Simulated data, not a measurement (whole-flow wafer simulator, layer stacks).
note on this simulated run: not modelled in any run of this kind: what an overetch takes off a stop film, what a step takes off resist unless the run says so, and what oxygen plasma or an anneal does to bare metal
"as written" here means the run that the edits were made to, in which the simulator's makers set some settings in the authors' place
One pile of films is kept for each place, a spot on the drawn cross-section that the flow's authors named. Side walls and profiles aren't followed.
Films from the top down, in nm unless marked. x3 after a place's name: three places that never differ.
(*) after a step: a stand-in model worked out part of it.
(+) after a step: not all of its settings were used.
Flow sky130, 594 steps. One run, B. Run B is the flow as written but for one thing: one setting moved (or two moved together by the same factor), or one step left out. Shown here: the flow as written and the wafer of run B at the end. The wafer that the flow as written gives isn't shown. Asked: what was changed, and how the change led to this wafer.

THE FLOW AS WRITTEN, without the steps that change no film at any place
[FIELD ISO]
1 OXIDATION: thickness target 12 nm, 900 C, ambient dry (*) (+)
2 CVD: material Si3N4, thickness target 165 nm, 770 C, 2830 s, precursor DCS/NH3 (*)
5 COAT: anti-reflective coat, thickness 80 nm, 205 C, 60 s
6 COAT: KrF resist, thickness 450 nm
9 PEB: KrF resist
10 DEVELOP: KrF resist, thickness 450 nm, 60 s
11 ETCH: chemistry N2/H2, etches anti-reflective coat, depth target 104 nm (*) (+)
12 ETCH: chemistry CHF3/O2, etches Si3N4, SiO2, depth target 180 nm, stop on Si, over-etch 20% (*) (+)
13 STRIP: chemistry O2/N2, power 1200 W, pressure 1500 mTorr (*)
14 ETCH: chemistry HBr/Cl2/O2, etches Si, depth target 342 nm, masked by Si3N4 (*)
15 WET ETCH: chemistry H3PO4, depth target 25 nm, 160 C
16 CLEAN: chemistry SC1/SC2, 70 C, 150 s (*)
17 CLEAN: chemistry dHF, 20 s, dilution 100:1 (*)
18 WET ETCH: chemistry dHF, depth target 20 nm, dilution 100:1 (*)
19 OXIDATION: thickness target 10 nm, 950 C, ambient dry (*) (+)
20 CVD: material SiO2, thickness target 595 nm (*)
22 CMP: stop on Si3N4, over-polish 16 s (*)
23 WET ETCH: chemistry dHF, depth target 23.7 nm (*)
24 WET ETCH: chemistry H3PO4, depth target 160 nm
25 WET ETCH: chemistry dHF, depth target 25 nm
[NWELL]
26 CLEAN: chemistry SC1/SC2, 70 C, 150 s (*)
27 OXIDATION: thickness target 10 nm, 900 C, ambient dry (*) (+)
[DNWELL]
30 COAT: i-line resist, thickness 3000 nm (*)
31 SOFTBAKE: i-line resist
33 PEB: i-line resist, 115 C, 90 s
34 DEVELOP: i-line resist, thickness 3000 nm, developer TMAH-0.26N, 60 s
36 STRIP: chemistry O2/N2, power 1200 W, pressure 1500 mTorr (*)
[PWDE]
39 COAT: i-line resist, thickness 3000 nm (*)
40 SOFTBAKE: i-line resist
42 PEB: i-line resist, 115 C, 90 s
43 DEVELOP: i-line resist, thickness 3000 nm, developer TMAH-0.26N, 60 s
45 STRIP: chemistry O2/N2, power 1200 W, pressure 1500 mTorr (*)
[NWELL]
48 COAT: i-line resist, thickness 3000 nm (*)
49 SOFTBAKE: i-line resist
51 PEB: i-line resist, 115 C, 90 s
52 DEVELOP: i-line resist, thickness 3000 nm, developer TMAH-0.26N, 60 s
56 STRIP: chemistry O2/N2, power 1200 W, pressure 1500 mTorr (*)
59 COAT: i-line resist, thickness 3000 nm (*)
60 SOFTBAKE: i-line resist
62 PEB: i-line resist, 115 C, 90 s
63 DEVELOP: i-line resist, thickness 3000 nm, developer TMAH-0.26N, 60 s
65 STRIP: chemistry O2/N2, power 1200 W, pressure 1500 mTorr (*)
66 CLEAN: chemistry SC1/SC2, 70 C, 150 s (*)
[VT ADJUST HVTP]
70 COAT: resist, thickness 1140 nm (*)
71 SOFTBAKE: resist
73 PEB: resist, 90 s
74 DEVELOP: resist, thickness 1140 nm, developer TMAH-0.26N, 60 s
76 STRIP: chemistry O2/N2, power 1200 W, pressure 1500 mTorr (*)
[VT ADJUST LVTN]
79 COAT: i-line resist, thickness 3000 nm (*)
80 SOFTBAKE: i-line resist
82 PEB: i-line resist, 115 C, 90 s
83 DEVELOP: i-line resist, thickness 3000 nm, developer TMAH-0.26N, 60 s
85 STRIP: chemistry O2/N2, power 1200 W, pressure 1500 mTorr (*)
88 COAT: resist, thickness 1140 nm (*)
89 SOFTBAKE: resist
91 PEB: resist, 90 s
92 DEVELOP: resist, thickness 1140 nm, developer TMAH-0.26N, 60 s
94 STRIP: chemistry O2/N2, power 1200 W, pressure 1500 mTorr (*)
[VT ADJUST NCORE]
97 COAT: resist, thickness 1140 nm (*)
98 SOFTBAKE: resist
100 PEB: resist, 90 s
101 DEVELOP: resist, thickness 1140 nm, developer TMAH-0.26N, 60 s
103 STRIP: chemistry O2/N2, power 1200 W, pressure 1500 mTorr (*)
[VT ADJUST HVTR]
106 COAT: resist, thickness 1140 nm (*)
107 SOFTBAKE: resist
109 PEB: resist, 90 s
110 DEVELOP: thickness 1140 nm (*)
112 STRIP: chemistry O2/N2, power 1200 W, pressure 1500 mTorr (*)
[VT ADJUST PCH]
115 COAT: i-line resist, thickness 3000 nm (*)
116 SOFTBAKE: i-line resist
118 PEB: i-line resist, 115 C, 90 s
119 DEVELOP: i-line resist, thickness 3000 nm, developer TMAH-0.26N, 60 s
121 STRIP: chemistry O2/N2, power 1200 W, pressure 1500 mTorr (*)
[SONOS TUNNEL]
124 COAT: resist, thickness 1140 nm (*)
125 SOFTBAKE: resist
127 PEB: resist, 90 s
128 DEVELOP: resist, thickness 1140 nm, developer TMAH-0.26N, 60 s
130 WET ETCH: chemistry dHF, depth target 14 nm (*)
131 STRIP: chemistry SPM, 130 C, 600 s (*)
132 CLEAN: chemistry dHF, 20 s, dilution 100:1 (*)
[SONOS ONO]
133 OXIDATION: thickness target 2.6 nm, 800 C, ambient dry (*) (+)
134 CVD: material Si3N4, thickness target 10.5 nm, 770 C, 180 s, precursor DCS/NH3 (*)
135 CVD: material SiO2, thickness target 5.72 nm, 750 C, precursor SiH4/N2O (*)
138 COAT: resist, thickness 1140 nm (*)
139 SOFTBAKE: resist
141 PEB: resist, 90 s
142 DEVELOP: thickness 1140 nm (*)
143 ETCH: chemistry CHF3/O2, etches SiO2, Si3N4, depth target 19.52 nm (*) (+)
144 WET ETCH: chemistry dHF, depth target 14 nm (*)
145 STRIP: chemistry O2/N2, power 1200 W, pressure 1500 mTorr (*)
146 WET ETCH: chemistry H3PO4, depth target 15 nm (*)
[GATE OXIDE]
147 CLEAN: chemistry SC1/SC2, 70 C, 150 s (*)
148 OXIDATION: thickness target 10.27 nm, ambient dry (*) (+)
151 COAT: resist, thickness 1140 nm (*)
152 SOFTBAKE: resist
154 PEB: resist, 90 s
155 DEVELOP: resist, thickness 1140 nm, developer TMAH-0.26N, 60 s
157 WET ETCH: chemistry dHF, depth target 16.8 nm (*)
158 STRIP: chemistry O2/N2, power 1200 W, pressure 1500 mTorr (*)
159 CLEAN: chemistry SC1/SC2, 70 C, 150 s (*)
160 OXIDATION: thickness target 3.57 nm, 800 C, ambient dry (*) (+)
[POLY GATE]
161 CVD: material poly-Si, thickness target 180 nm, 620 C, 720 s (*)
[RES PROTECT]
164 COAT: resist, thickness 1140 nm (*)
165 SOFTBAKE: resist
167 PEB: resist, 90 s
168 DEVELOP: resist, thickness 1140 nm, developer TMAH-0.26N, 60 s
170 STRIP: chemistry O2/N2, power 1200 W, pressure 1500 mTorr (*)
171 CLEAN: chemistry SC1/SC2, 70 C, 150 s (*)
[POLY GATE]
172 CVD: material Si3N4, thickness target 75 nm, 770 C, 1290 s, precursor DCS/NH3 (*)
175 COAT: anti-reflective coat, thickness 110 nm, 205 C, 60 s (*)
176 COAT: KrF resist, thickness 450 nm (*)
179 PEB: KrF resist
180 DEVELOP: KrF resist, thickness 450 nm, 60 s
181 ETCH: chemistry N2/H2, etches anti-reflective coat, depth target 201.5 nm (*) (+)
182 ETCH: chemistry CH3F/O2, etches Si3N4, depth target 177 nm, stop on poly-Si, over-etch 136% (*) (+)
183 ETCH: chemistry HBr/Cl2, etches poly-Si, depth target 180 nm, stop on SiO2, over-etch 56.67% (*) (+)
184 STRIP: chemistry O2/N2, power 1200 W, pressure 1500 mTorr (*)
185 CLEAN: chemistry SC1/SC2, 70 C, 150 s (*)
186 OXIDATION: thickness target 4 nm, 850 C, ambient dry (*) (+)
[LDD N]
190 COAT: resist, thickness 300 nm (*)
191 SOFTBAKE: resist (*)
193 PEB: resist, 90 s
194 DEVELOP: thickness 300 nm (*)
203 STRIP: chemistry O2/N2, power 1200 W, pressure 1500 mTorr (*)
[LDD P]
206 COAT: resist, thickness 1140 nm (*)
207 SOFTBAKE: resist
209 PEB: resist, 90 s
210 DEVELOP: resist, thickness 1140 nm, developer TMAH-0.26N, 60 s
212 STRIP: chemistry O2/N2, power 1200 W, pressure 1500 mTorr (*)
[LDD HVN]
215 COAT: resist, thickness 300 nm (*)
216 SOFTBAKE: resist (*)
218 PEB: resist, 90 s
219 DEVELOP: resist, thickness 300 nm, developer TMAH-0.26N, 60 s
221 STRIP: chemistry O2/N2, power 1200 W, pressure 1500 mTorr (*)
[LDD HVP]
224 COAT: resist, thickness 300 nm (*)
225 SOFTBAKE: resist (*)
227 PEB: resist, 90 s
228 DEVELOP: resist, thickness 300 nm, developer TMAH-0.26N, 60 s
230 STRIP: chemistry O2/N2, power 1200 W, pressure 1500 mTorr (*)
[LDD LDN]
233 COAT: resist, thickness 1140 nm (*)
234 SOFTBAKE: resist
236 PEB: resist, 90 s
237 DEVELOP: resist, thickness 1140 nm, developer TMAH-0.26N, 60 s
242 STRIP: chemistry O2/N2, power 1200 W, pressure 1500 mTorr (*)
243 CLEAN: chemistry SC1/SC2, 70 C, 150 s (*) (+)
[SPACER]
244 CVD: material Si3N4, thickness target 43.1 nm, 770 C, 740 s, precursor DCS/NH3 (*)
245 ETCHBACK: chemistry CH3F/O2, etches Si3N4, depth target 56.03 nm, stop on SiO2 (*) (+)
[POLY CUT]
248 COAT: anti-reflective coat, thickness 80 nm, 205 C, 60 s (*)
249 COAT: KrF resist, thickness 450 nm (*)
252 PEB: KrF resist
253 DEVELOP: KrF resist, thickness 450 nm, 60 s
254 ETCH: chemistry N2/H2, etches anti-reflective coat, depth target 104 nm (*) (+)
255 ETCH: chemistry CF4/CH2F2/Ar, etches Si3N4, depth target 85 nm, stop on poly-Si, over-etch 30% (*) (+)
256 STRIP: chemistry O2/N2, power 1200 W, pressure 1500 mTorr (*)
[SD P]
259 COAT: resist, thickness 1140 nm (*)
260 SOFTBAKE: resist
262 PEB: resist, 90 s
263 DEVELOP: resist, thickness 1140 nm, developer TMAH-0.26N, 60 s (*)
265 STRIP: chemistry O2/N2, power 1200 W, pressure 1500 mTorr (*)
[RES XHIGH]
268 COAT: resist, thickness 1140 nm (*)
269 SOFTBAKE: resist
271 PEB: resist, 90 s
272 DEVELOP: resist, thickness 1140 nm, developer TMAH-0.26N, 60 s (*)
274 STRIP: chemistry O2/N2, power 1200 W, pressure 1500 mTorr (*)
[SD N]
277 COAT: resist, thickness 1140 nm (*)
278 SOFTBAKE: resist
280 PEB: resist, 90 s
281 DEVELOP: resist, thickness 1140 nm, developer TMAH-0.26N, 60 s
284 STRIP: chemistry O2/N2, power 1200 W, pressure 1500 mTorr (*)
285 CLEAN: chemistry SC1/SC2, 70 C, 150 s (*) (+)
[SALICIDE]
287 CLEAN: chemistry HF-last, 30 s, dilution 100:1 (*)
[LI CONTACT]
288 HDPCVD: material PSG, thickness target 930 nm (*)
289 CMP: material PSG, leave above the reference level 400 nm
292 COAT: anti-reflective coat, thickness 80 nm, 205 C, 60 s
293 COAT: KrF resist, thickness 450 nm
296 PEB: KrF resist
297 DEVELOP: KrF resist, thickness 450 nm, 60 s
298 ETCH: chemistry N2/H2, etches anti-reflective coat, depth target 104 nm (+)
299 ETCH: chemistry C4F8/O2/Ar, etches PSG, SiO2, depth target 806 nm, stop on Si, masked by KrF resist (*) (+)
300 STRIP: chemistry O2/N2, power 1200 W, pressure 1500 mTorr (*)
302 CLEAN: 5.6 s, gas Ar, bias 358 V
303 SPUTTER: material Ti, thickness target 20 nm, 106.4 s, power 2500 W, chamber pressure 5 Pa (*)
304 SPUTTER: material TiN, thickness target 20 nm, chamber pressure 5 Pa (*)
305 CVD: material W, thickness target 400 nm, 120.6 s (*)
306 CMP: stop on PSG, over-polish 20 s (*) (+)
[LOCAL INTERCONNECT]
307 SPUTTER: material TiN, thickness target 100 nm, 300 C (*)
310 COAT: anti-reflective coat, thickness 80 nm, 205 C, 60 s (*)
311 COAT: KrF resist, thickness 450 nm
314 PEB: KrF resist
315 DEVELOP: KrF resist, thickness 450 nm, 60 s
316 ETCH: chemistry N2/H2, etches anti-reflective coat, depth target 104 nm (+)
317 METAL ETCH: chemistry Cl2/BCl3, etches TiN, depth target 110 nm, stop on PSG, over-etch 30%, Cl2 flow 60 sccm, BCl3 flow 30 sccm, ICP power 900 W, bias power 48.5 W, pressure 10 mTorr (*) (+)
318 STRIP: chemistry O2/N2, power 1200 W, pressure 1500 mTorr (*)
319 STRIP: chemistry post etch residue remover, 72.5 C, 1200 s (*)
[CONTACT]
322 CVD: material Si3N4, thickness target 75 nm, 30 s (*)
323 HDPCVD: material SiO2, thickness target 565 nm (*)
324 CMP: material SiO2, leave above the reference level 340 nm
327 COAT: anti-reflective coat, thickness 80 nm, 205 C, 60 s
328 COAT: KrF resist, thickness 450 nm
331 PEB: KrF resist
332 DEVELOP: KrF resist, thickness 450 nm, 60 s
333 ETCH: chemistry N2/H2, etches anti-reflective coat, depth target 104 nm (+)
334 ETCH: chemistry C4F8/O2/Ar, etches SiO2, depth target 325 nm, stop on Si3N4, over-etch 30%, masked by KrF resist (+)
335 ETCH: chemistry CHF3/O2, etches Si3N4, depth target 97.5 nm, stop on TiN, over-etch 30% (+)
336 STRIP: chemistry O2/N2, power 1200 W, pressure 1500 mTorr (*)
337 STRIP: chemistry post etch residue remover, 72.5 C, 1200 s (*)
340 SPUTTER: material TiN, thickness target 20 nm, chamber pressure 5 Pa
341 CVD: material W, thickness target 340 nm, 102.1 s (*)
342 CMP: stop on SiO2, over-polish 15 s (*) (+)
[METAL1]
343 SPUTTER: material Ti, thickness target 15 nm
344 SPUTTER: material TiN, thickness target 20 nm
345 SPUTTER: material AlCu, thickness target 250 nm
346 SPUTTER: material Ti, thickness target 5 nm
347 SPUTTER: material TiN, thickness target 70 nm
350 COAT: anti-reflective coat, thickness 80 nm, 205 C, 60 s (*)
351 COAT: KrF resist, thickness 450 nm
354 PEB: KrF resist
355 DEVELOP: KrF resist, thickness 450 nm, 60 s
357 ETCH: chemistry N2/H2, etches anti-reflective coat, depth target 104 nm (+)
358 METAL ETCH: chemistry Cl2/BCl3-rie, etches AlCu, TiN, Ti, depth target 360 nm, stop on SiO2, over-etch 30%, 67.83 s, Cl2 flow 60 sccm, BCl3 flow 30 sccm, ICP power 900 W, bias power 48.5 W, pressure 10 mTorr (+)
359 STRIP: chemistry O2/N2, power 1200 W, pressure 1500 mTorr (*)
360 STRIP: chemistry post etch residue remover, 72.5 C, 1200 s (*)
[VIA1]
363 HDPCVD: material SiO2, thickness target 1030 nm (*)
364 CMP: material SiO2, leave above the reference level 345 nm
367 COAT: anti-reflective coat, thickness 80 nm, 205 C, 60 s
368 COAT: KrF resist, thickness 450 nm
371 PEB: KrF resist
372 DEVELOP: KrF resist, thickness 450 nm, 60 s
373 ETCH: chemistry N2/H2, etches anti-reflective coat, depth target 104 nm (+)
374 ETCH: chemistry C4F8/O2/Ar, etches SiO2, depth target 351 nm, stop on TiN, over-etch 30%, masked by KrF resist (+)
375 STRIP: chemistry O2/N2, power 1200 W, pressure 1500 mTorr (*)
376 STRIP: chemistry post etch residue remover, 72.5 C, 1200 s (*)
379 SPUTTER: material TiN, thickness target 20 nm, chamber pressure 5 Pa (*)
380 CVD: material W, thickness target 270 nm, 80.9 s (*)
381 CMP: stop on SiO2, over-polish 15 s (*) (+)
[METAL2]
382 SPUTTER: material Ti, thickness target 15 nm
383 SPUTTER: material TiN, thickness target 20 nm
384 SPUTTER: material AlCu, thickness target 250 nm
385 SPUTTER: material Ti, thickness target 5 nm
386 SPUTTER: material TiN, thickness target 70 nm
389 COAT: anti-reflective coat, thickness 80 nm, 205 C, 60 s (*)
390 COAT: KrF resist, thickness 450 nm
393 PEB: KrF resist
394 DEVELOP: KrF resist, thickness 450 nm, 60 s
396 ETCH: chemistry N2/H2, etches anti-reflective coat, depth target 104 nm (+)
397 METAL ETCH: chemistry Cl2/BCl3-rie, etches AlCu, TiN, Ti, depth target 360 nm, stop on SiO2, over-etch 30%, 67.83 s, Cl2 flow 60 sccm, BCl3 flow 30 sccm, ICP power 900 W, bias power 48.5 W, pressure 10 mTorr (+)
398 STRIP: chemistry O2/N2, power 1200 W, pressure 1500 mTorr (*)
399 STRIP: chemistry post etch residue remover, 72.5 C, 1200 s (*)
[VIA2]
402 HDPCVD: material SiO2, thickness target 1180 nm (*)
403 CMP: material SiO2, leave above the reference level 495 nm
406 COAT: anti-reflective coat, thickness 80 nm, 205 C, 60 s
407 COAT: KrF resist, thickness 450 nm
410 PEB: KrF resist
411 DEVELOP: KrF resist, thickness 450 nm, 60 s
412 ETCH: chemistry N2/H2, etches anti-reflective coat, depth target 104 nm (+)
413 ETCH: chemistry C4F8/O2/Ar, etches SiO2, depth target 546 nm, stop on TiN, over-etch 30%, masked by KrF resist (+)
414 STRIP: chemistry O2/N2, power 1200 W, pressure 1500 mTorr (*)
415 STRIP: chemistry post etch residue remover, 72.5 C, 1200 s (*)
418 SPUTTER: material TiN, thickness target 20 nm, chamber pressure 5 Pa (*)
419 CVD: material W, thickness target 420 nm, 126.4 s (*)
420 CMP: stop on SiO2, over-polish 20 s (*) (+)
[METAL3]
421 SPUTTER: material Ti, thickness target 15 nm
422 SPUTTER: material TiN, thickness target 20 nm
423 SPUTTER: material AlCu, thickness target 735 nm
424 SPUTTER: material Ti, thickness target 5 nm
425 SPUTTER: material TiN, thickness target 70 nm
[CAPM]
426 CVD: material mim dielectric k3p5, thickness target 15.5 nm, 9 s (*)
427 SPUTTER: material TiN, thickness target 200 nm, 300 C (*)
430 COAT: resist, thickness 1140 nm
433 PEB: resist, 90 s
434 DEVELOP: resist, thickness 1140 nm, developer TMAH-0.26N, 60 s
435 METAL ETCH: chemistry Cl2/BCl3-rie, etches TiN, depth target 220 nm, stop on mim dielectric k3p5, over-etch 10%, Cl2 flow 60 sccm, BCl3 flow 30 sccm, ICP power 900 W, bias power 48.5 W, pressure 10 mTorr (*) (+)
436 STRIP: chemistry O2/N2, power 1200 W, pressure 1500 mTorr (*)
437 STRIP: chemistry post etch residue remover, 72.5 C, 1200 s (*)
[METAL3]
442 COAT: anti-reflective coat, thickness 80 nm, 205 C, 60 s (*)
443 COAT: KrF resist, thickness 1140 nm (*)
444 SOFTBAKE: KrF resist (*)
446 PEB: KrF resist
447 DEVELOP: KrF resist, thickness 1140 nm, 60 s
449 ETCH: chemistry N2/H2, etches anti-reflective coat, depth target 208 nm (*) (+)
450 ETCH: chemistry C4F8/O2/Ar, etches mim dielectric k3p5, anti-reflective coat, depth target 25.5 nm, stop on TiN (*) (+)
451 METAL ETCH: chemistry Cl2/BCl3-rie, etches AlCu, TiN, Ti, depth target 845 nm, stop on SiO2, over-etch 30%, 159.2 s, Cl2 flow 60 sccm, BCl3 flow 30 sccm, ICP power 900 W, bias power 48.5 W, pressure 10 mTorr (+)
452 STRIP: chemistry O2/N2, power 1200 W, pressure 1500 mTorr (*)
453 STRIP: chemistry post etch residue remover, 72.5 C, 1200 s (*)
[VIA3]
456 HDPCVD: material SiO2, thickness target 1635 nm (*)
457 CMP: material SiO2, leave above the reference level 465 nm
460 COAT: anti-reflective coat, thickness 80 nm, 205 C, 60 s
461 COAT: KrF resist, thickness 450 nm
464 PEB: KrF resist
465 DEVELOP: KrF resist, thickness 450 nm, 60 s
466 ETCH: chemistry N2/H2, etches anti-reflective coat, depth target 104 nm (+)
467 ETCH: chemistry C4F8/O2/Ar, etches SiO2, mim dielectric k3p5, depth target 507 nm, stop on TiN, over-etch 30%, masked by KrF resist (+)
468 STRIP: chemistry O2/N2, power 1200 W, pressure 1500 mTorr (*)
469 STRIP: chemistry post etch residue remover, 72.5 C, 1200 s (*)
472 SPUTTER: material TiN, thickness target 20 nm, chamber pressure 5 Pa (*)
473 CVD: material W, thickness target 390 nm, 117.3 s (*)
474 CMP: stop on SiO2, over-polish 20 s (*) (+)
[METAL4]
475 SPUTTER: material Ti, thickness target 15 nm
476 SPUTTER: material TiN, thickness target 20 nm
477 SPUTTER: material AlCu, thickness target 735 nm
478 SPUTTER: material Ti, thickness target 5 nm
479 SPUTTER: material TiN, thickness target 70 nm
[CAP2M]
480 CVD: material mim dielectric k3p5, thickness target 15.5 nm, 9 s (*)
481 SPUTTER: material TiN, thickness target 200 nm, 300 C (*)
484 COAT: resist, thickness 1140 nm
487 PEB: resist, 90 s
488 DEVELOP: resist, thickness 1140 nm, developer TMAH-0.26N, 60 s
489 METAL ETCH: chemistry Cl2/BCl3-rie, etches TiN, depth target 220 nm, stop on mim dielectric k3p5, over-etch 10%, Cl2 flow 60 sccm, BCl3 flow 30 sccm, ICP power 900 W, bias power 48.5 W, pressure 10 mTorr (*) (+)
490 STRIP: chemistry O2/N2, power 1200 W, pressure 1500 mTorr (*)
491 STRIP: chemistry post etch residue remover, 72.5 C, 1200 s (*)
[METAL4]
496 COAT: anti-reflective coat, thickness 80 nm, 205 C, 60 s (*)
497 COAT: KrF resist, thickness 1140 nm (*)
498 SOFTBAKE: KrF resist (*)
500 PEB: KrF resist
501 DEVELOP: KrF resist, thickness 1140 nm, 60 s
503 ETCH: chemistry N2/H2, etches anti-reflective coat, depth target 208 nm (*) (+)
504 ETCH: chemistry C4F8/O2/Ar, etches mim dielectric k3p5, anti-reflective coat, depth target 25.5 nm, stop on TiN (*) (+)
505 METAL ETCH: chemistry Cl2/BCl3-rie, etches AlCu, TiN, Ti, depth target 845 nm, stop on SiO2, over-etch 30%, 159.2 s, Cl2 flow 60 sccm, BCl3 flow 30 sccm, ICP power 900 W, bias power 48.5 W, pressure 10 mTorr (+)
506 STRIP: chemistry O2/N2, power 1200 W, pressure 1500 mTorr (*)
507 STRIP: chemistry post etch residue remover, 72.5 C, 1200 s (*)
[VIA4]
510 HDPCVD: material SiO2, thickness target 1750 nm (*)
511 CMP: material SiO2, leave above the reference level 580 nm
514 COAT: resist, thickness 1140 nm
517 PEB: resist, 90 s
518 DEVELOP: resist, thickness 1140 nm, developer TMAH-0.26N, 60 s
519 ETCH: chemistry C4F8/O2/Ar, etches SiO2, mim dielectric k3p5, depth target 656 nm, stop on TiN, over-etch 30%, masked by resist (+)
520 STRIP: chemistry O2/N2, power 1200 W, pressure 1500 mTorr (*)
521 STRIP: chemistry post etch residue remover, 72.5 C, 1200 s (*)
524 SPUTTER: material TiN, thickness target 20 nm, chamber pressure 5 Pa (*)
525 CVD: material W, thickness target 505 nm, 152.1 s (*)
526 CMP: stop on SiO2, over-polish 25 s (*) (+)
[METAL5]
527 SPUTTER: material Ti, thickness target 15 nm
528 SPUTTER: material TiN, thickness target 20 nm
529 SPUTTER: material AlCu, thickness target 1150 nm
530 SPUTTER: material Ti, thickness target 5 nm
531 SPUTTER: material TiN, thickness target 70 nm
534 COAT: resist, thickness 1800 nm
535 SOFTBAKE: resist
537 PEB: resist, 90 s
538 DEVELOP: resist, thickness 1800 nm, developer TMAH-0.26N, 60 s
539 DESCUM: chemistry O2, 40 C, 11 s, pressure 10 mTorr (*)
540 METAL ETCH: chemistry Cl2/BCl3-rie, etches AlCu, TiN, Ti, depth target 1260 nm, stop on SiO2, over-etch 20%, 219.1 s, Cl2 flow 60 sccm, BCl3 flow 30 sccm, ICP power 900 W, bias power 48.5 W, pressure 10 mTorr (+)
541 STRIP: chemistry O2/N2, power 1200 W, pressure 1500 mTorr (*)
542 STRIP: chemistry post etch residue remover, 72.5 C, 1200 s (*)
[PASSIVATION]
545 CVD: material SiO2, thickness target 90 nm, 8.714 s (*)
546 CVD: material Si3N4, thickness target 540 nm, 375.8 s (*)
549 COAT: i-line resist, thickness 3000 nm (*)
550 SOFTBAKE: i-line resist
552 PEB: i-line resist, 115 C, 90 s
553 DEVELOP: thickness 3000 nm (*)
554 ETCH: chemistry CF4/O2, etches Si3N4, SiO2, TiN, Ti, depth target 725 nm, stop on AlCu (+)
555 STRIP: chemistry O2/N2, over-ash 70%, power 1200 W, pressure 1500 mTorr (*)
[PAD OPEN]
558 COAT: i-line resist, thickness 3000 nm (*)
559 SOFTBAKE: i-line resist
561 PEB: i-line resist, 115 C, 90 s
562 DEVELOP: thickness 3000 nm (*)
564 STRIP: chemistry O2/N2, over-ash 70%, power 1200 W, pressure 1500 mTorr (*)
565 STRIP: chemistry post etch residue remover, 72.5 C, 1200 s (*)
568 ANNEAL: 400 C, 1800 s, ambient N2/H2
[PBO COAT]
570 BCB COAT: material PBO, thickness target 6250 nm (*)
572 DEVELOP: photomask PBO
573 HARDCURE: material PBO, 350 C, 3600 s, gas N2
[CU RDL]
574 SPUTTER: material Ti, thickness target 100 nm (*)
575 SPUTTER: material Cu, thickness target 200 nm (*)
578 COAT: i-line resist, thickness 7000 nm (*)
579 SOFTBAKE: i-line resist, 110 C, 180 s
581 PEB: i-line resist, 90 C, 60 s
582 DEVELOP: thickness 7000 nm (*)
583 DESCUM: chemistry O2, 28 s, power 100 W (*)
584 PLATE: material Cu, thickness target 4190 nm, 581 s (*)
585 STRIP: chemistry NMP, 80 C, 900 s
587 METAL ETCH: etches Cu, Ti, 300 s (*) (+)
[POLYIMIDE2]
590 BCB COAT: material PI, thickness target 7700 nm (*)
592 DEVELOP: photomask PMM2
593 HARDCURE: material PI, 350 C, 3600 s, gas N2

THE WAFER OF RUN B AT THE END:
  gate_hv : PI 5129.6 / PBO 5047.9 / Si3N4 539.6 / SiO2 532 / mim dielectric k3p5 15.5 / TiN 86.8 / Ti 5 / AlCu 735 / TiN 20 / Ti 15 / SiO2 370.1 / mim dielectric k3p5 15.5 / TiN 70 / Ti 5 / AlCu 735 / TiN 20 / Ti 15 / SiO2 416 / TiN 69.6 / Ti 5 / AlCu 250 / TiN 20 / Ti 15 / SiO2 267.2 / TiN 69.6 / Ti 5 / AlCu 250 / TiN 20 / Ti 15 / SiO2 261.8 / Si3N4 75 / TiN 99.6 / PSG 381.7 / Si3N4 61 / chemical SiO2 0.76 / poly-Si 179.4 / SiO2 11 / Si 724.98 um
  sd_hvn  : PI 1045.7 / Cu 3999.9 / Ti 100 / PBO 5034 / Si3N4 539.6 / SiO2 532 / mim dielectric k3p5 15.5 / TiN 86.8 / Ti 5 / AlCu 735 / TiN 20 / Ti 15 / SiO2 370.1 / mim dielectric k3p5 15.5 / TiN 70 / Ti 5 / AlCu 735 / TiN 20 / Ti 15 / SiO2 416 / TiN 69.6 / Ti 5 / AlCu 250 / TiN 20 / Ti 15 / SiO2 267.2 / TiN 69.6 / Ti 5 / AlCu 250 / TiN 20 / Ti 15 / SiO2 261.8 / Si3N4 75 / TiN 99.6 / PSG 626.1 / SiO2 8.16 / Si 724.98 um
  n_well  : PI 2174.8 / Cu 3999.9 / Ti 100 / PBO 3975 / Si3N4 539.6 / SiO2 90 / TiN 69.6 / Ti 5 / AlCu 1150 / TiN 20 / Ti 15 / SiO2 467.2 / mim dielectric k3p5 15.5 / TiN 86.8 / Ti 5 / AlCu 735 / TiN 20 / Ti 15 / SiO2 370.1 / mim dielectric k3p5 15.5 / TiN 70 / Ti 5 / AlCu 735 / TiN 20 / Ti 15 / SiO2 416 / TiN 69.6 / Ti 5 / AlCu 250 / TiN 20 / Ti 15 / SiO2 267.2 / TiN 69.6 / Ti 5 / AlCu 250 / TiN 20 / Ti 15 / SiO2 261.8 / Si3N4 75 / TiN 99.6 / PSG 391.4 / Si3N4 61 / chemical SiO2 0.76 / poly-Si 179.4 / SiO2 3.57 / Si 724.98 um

The cause: step 479, SPUTTER: thickness target 86.8 nm was run, where the flow has thickness target 70 nm.
It can be read off the wafer: gate_hv has TiN 86.8, and step 479 as written asks for 70 nm.

How the change led to this, step by step:
  479 SPUTTER: material TiN, thickness target 70 nm
      field, active, n_well and 189 more: TiN +86.8 (new film) (as written it would be: TiN +70 (new film))
  505 METAL ETCH: chemistry Cl2/BCl3-rie, etches AlCu, TiN, Ti, depth target 845 nm, stop on SiO2, over-etch 30%, 159.2 s, Cl2 flow 60 sccm, BCl3 flow 30 sccm, ICP power 900 W, bias power 48.5 W, pressure 10 mTorr (+)
      field, active, gate and 70 more: TiN -86.8 (all of it), Ti -5 (all of it), AlCu -735 (all of it), TiN -20 (all of it), Ti -15 (all of it), SiO2 -23.7 (as written it would be: TiN -70 (all of it), Ti -5 (all of it), AlCu -735 (all of it), TiN -20 (all of it), Ti -15 (all of it), SiO2 -25.4)
      vpp_iso1, mim_edge_plate, m1_ln and 12 more: TiN -86.8 (all of it), Ti -5 (all of it), AlCu -735 (all of it), TiN -20 (all of it), Ti -15 (all of it), SiO2 -23.7 (as written it would be: TiN -70 (all of it), Ti -5 (all of it), AlCu -735 (all of it), TiN -20 (all of it), Ti -15 (all of it), SiO2 -25.3)
  519 ETCH: chemistry C4F8/O2/Ar, etches SiO2, mim dielectric k3p5, depth target 656 nm, stop on TiN, over-etch 30%, masked by resist (+)
      field, active, n_well and 188 more: resist -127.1 (as written it would be: resist -131.2)
      m1: SiO2 -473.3 (all of it), mim dielectric k3p5 -15.5 (all of it) (as written it would be: SiO2 -490.1 (all of it), mim dielectric k3p5 -15.5 (all of it))
      (and at 1 more place)
